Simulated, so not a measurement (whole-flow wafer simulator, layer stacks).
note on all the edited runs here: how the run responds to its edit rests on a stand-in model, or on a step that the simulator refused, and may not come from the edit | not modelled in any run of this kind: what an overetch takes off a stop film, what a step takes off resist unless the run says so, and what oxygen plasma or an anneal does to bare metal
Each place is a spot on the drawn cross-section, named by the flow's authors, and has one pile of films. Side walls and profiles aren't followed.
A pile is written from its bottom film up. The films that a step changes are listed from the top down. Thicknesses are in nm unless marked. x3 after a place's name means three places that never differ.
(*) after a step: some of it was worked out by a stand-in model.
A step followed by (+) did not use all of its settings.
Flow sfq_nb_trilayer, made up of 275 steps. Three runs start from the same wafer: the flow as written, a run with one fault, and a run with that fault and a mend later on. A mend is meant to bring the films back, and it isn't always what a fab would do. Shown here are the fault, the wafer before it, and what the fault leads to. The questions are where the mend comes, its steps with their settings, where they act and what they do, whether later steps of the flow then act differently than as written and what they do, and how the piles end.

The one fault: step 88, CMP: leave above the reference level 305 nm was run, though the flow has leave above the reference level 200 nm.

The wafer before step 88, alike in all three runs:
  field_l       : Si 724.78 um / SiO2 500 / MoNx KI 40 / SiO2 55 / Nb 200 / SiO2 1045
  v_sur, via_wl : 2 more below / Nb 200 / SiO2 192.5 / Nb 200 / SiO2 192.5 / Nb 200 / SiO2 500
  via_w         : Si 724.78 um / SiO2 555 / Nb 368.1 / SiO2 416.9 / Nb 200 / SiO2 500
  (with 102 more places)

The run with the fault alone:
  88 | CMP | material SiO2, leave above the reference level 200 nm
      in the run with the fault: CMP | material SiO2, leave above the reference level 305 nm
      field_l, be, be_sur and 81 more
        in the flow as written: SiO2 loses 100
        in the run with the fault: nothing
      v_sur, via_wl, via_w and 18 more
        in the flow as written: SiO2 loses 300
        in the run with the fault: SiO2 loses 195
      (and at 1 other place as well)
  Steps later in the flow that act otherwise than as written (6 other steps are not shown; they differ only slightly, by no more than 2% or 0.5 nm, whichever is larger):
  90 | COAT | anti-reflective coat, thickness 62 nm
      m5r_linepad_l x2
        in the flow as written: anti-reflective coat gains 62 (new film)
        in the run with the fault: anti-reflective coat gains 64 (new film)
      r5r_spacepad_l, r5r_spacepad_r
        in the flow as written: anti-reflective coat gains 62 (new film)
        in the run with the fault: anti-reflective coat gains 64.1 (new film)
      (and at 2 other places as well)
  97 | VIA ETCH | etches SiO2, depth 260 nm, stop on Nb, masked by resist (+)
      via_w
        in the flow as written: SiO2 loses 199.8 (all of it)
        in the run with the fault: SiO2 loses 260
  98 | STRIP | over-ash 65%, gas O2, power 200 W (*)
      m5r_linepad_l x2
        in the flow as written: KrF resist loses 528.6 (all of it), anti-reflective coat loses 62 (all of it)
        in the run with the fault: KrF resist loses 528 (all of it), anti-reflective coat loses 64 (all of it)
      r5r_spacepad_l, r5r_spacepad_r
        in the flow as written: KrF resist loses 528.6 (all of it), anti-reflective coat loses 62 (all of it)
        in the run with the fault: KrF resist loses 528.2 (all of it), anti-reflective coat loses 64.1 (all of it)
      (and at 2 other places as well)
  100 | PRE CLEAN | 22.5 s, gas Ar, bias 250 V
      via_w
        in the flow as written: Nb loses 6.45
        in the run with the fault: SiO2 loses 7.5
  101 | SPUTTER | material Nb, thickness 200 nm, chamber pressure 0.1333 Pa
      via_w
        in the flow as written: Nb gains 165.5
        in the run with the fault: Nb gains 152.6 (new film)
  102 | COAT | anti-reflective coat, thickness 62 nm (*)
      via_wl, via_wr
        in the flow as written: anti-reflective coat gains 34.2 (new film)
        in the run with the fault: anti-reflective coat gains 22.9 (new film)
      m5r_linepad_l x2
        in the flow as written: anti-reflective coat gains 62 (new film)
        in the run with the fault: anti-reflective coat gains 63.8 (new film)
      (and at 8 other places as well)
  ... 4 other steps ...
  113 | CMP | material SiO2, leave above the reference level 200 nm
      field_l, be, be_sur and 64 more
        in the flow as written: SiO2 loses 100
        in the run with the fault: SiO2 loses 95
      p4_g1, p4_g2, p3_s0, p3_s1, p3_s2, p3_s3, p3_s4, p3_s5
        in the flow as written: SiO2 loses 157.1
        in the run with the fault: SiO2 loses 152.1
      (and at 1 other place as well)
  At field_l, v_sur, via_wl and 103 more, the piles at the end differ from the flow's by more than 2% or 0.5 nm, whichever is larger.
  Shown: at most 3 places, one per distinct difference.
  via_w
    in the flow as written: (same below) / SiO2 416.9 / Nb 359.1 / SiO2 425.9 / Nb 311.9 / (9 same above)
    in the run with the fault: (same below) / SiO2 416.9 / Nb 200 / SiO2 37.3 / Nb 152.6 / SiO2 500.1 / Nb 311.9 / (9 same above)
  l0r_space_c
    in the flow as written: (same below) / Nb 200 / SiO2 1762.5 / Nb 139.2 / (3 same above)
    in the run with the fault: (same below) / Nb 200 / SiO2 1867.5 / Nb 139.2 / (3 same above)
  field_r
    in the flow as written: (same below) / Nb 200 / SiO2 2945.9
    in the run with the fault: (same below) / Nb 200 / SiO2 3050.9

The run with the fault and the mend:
  The mend stands after step 95.
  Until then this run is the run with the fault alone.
  95a | STRIP | over-ash 65%, gas O2, power 200 W (*)
      r_end, moat, field_r and 11 more
        KrF resist loses 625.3 (all of it), anti-reflective coat loses 62 (all of it)
      be_sur, m0r_line_l x2, m6r_line_l x2, m7r_line_l x2
        KrF resist loses 625.9 (all of it), anti-reflective coat loses 62.1 (all of it)
      c5j, ce_r, sp_r, p3_s1, p3_l6, l0r_space_c, l0r_line_r
        KrF resist loses 625.4 (all of it), anti-reflective coat loses 62.1 (all of it)
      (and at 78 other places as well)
  95b | CMP | material SiO2, leave above the reference level 200 nm (the flow's step 88, run once more)
      field_l, be, be_sur and 81 more
        SiO2 loses 100
      v_sur, via_wl, via_w and 19 more
        SiO2 loses 105
  95c | COAT | anti-reflective coat, thickness 62 nm (the flow's step 90, run once more)
      field_l, v_sur, via_wl and 103 more
        anti-reflective coat gains 62 (new film)
  95d | COAT | KrF resist, thickness 650 nm (the flow's step 91, run once more)
      field_l, v_sur, via_wl and 103 more
        KrF resist gains 650 (new film)
  95e | SOFTBAKE | KrF resist (the flow's step 92, run once more)
      alters no film at any place that is followed
  95f | EXPOSE | photomask I2, dose 11.91 mJ/cm2, NA 0.6, wavelength 248 nm (*) (the flow's step 93, run once more)
      alters no film at any place that is followed
  95g | PEB | KrF resist, 90 s (the flow's step 94, run once more)
      field_l, v_sur, via_wl and 103 more
        KrF resist loses 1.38
  95h | DEVELOP | KrF resist, thickness 650 nm, 60 s (the flow's step 95, run once more)
      field_l, v_sur, via_wl and 102 more
        KrF resist loses 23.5
      via_w
        KrF resist loses 648.6 (all of it)
  Later steps of the flow that are run all act as written at every place that is followed.
  By the end, the piles equal the flow's at every place that both follow.
